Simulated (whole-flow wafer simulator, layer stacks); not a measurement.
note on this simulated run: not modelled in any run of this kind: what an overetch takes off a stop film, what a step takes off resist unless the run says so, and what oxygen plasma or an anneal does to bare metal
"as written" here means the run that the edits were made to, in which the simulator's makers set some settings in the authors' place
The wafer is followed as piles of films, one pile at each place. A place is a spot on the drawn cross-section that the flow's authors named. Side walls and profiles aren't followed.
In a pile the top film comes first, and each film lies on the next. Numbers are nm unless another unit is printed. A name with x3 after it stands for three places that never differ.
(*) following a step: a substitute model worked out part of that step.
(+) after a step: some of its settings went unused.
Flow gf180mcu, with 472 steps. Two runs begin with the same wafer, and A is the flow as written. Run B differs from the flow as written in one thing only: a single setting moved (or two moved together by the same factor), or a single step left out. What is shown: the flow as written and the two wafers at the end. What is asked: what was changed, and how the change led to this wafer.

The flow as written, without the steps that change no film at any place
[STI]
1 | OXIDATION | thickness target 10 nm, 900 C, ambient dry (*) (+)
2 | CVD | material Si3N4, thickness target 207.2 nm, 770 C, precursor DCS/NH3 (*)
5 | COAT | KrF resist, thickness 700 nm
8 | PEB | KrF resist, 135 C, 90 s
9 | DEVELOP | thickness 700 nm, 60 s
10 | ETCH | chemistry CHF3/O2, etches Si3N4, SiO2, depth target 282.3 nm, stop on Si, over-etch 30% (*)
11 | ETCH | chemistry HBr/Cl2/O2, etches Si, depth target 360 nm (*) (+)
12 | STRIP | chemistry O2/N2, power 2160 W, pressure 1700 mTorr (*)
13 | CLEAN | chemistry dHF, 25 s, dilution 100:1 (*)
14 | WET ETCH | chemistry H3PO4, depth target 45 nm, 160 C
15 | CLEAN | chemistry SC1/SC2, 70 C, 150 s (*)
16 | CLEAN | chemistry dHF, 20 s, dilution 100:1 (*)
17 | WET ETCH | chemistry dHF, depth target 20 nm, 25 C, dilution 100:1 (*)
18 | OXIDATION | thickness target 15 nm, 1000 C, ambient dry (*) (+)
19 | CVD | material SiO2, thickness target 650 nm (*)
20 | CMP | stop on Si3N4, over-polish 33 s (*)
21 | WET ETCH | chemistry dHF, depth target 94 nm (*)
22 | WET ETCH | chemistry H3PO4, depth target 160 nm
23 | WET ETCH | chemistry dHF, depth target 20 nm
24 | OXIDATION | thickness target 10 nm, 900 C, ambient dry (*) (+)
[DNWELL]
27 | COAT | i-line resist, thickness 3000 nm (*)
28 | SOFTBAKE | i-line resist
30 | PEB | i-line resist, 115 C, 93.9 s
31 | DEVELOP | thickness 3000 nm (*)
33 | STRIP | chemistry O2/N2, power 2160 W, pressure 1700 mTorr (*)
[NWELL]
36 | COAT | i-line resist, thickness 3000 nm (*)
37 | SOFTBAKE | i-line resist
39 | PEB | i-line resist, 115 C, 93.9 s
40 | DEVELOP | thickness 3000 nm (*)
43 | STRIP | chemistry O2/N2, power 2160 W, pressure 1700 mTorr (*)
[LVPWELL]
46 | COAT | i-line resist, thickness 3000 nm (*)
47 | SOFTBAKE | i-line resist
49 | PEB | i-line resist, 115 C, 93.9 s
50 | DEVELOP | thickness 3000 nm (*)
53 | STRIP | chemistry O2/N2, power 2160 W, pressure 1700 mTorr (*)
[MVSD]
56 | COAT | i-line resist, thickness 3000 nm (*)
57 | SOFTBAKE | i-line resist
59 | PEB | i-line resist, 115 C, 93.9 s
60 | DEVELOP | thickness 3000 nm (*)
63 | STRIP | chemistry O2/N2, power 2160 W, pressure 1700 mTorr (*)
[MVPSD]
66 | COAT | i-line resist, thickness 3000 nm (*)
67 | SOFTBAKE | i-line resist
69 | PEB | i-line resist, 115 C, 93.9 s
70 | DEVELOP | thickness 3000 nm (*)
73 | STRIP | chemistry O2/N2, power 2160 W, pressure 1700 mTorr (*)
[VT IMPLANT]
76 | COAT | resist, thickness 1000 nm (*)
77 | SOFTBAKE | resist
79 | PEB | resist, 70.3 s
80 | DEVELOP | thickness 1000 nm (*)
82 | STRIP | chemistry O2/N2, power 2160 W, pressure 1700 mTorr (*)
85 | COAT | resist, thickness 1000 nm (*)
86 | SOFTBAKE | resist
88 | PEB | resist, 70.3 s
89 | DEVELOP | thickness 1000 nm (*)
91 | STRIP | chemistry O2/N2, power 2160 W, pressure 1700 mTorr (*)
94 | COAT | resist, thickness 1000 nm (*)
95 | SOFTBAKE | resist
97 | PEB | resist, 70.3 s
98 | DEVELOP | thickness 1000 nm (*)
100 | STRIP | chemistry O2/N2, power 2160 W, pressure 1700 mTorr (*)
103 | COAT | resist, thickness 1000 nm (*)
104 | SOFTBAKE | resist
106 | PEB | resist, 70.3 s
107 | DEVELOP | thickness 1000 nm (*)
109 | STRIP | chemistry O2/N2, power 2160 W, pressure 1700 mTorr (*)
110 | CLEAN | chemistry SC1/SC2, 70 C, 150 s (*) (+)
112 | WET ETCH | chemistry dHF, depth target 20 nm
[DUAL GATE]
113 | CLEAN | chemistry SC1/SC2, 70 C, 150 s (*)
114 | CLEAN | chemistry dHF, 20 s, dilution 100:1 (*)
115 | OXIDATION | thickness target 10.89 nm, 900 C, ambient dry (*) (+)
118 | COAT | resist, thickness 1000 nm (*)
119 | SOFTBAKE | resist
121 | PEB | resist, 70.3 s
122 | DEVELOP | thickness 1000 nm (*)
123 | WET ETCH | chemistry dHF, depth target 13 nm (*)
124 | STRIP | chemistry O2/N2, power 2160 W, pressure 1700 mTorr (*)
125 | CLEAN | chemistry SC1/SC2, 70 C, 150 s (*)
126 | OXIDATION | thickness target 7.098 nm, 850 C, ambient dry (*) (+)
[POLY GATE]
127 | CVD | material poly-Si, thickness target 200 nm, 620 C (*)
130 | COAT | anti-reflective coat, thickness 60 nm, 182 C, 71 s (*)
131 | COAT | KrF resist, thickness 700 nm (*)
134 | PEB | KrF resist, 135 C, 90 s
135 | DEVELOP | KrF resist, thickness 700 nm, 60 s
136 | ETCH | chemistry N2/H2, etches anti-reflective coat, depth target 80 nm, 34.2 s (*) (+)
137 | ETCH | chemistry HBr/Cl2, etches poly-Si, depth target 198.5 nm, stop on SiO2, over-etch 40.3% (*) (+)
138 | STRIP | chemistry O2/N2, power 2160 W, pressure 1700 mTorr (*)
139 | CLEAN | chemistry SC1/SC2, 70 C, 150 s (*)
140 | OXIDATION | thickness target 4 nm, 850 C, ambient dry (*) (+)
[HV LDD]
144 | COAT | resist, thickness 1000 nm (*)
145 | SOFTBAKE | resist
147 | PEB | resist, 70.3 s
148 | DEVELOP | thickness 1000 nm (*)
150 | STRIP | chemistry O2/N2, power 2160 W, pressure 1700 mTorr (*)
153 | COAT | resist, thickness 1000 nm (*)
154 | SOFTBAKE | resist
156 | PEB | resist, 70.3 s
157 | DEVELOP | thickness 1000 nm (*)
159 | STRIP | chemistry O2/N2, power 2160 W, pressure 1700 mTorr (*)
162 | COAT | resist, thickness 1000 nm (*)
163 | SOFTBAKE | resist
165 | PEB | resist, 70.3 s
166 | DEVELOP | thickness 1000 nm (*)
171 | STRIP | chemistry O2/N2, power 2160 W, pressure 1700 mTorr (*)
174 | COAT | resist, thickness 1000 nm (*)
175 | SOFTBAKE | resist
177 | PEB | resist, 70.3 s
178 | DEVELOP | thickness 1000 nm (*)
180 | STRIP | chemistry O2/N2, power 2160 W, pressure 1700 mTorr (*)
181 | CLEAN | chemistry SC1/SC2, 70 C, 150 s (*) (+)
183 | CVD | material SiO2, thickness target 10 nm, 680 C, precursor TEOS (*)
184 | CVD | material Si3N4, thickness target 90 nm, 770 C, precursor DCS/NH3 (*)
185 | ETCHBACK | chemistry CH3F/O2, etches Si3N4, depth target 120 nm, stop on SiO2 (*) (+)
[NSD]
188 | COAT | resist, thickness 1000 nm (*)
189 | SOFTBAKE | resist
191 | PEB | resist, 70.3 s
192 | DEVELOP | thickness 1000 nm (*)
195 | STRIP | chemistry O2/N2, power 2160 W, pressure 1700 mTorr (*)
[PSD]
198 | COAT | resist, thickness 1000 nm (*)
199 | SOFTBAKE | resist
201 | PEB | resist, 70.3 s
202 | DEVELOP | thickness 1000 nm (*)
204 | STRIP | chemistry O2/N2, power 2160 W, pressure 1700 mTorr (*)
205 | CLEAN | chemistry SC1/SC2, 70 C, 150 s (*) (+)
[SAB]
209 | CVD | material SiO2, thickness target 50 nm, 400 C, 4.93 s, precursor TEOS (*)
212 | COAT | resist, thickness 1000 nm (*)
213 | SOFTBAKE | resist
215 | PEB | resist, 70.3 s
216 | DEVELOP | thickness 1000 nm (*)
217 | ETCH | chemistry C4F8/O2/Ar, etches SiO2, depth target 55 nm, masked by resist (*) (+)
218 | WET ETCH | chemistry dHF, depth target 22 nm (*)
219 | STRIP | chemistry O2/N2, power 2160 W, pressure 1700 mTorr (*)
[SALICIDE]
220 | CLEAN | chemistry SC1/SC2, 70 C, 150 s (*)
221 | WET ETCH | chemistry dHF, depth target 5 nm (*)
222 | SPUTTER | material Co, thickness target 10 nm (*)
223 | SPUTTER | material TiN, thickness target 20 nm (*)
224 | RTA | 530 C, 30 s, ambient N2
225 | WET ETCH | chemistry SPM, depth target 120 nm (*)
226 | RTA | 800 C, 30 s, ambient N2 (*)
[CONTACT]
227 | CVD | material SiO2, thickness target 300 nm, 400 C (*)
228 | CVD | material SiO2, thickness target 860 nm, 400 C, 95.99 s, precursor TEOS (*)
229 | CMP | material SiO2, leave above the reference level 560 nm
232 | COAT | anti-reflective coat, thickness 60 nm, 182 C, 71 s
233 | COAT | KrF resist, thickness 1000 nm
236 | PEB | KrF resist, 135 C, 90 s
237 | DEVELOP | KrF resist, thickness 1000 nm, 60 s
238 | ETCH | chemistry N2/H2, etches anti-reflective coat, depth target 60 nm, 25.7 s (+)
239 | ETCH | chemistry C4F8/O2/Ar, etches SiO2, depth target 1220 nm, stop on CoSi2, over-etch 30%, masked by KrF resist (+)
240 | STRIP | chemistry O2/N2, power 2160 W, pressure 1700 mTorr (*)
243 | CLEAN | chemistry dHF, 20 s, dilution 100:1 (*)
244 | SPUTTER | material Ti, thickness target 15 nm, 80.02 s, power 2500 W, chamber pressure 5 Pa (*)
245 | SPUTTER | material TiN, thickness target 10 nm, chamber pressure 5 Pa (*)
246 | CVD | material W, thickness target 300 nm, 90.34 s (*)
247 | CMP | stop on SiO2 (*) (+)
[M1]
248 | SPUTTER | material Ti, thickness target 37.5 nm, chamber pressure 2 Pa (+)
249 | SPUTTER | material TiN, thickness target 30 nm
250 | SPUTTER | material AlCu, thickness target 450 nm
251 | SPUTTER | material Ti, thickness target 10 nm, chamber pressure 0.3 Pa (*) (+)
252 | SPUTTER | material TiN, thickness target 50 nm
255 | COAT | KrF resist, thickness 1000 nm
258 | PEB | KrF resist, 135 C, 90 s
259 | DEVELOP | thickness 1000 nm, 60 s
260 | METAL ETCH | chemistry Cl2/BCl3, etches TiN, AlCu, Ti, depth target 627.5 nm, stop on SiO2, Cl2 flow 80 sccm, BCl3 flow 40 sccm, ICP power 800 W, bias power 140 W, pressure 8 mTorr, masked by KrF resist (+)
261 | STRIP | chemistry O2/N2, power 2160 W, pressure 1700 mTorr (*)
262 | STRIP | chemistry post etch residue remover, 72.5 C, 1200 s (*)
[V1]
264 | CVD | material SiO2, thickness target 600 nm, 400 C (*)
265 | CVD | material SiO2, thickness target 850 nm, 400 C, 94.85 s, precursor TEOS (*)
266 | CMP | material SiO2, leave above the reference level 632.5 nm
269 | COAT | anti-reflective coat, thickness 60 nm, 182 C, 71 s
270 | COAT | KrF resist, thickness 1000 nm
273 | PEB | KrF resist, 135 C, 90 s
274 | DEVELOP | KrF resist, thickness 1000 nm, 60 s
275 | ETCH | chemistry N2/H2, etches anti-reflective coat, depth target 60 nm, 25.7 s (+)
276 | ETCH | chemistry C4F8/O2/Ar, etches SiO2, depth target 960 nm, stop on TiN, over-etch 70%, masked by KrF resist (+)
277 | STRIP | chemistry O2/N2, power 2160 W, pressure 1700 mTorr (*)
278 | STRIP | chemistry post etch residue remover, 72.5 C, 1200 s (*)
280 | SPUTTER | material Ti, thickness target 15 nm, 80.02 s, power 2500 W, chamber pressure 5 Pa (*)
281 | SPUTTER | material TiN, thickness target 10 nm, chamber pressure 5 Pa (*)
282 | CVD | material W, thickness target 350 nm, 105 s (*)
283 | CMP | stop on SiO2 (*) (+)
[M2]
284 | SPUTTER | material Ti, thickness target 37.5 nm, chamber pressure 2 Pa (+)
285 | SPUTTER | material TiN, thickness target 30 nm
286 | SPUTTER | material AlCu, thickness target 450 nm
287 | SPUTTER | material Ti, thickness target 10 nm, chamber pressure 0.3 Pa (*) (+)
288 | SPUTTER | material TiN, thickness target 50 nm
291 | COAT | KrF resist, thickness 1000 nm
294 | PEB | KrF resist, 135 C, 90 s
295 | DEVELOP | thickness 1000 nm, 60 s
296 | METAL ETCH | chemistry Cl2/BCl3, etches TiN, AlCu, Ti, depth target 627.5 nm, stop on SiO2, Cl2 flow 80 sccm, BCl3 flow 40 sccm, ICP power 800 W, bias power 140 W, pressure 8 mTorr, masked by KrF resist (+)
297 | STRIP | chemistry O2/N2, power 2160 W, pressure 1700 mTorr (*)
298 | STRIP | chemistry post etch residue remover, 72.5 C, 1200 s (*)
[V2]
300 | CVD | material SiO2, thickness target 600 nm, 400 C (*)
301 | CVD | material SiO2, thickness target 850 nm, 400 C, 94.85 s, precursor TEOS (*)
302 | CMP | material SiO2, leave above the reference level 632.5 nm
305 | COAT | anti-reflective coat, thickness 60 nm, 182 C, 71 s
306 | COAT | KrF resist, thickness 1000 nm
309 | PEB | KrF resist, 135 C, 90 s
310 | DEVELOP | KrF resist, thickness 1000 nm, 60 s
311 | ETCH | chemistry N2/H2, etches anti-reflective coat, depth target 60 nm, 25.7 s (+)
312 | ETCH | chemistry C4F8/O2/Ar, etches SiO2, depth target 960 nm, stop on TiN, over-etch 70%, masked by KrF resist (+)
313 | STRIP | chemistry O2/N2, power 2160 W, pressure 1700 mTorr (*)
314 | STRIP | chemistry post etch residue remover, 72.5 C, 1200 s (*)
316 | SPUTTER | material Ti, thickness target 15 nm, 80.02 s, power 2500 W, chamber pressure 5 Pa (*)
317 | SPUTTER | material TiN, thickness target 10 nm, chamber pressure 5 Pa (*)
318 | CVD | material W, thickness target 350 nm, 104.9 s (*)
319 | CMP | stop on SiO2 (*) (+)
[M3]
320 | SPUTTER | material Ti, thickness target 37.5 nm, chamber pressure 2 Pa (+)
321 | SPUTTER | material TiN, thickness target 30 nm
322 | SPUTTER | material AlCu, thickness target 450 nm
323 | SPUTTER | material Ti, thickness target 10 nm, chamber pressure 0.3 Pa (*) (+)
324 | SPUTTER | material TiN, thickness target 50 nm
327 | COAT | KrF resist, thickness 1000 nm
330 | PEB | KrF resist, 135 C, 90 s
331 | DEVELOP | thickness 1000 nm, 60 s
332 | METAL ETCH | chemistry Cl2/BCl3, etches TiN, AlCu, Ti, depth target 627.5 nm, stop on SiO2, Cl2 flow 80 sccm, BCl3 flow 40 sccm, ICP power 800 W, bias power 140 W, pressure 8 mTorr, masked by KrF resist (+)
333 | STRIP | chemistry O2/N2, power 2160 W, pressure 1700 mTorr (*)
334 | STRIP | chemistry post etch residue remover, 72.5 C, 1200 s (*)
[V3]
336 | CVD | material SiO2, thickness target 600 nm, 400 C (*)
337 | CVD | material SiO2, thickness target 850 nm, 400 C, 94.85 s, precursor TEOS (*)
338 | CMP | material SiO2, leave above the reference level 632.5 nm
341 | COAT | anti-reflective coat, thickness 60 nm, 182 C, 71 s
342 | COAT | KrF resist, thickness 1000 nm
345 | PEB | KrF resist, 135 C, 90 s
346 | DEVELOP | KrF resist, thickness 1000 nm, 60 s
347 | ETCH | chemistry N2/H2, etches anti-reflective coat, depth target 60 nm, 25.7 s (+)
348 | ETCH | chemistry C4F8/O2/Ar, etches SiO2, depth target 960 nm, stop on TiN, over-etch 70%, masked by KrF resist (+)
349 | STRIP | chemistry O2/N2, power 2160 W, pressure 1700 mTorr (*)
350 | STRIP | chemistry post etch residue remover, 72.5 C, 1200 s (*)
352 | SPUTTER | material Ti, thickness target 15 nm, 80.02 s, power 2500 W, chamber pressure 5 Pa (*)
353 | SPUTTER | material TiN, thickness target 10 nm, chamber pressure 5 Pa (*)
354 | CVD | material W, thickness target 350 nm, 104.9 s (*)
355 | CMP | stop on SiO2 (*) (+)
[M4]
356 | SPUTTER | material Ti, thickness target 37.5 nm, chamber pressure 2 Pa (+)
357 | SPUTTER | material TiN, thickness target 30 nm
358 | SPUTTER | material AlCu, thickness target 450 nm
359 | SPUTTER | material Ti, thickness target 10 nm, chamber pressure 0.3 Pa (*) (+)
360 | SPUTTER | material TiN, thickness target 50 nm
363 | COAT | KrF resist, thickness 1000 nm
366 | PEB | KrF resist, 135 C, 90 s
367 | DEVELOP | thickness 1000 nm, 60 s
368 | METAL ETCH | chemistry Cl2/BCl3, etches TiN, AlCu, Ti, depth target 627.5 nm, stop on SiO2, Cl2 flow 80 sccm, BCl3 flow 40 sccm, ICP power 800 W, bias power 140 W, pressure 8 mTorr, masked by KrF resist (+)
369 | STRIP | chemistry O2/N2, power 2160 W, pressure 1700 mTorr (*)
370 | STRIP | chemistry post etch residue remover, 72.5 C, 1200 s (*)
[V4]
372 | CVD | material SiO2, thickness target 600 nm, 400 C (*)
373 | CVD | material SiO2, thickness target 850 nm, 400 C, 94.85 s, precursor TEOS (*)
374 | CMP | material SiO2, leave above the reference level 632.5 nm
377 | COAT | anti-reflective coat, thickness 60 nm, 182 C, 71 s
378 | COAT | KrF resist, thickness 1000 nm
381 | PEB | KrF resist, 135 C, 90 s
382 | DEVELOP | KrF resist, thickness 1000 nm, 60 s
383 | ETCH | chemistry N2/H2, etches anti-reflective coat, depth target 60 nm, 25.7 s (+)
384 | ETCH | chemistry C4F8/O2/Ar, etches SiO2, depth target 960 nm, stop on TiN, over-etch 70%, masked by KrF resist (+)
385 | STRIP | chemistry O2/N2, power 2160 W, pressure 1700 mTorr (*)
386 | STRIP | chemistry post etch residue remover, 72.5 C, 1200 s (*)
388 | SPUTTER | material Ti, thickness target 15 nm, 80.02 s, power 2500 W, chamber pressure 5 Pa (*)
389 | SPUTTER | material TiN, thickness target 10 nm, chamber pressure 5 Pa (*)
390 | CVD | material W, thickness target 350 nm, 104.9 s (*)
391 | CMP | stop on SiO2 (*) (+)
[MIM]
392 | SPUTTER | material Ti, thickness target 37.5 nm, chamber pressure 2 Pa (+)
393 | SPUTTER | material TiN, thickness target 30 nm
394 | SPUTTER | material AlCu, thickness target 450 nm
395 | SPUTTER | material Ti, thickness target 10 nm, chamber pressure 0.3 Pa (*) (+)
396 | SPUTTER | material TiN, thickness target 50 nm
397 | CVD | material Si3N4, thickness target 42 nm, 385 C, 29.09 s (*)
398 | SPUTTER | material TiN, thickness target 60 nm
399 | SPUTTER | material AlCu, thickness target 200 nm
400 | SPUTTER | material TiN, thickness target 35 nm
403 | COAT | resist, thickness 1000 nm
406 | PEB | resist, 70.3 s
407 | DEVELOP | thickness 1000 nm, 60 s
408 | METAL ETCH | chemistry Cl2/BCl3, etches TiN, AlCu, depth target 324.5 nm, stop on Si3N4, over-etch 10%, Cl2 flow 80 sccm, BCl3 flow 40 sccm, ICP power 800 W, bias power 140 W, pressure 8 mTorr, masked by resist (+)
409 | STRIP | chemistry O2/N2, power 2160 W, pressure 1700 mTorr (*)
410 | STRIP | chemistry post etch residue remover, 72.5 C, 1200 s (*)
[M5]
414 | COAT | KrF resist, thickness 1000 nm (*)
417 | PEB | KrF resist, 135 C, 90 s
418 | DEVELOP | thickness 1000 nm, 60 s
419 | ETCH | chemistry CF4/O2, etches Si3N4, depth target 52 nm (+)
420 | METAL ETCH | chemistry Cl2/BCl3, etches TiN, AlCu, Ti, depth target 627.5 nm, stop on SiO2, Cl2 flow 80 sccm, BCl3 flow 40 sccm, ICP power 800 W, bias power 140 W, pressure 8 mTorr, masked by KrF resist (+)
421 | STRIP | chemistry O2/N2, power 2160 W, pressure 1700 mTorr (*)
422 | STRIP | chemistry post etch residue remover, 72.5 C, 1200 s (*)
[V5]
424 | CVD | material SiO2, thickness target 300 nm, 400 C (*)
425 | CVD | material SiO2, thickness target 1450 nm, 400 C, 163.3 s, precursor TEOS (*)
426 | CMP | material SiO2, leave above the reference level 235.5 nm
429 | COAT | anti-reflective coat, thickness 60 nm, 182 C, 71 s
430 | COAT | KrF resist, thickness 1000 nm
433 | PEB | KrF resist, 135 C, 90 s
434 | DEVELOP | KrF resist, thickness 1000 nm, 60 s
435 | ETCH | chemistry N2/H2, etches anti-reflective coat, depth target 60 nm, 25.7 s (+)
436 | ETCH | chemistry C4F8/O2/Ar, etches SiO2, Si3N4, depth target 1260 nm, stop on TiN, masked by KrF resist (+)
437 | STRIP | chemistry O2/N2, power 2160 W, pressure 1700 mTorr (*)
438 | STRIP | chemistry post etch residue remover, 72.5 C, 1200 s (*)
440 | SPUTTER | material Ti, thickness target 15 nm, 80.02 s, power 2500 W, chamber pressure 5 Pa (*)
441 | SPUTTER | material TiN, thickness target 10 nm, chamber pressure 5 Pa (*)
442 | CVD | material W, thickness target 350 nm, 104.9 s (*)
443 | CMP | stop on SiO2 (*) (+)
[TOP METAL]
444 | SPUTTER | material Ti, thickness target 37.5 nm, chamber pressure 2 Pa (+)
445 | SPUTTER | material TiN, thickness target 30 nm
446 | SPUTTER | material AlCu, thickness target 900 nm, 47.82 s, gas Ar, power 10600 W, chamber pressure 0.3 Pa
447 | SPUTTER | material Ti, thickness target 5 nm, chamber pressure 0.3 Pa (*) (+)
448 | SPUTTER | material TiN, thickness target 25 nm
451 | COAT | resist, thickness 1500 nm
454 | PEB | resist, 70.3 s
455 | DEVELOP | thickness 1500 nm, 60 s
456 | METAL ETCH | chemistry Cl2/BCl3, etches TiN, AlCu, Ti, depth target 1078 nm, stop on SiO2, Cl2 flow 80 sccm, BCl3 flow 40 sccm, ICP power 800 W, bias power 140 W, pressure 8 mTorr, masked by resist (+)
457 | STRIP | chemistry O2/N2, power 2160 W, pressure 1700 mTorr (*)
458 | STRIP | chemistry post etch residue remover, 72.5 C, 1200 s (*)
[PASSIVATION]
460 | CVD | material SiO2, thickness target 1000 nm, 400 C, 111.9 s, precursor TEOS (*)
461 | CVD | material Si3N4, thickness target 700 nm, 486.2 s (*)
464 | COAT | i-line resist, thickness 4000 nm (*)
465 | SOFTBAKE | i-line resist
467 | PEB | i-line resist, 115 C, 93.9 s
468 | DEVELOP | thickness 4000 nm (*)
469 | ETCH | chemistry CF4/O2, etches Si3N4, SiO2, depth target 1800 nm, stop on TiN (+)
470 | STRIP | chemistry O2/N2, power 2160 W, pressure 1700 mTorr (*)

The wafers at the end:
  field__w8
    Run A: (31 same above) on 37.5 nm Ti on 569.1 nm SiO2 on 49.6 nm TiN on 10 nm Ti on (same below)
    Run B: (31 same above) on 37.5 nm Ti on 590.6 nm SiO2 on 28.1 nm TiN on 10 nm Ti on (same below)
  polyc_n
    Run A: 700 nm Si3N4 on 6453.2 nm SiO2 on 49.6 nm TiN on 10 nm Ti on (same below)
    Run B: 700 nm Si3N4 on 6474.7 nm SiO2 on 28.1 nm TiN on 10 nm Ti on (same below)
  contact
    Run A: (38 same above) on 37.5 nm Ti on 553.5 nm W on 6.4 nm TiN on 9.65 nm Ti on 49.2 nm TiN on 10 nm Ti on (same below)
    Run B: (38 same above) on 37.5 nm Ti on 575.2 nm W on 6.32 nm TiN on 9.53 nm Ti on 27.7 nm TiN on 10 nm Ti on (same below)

Cause: step 252, SPUTTER: thickness target 28.5 nm was run, while the flow as written has thickness target 50 nm.

How this came from the change, step by step:
  252 | SPUTTER | material TiN, thickness target 50 nm
      field, field__w1, field__w2 and 108 more: A TiN gains 50 (new film) | B TiN gains 28.5 (new film)
  260 | METAL ETCH | chemistry Cl2/BCl3, etches TiN, AlCu, Ti, depth target 627.5 nm, stop on SiO2, Cl2 flow 80 sccm, BCl3 flow 40 sccm, ICP power 800 W, bias power 140 W, pressure 8 mTorr, masked by KrF resist (+)
      field, field__w1, field__w2 and 99 more: A TiN loses 50 (all of it), Ti loses 10 (all of it), AlCu loses 450 (all of it), TiN loses 30 (all of it), Ti loses 37.5 (all of it) | B TiN loses 28.5 (all of it), Ti loses 10 (all of it), AlCu loses 450 (all of it), TiN loses 30 (all of it), Ti loses 37.5 (all of it)
  266 | CMP | material SiO2, leave above the reference level 632.5 nm
      field__w8, contact, m1 and 6 more: A SiO2 loses 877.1 | B SiO2 loses 855.6
  276 | ETCH | chemistry C4F8/O2/Ar, etches SiO2, depth target 960 nm, stop on TiN, over-etch 70%, masked by KrF resist (+)
      contact: A SiO2 loses 572.5 (all of it) | B SiO2 loses 594 (all of it)
  282 | CVD | material W, thickness target 350 nm, 105 s (*)
      contact: A W gains 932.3 (new film) | B W gains 954 (new film)
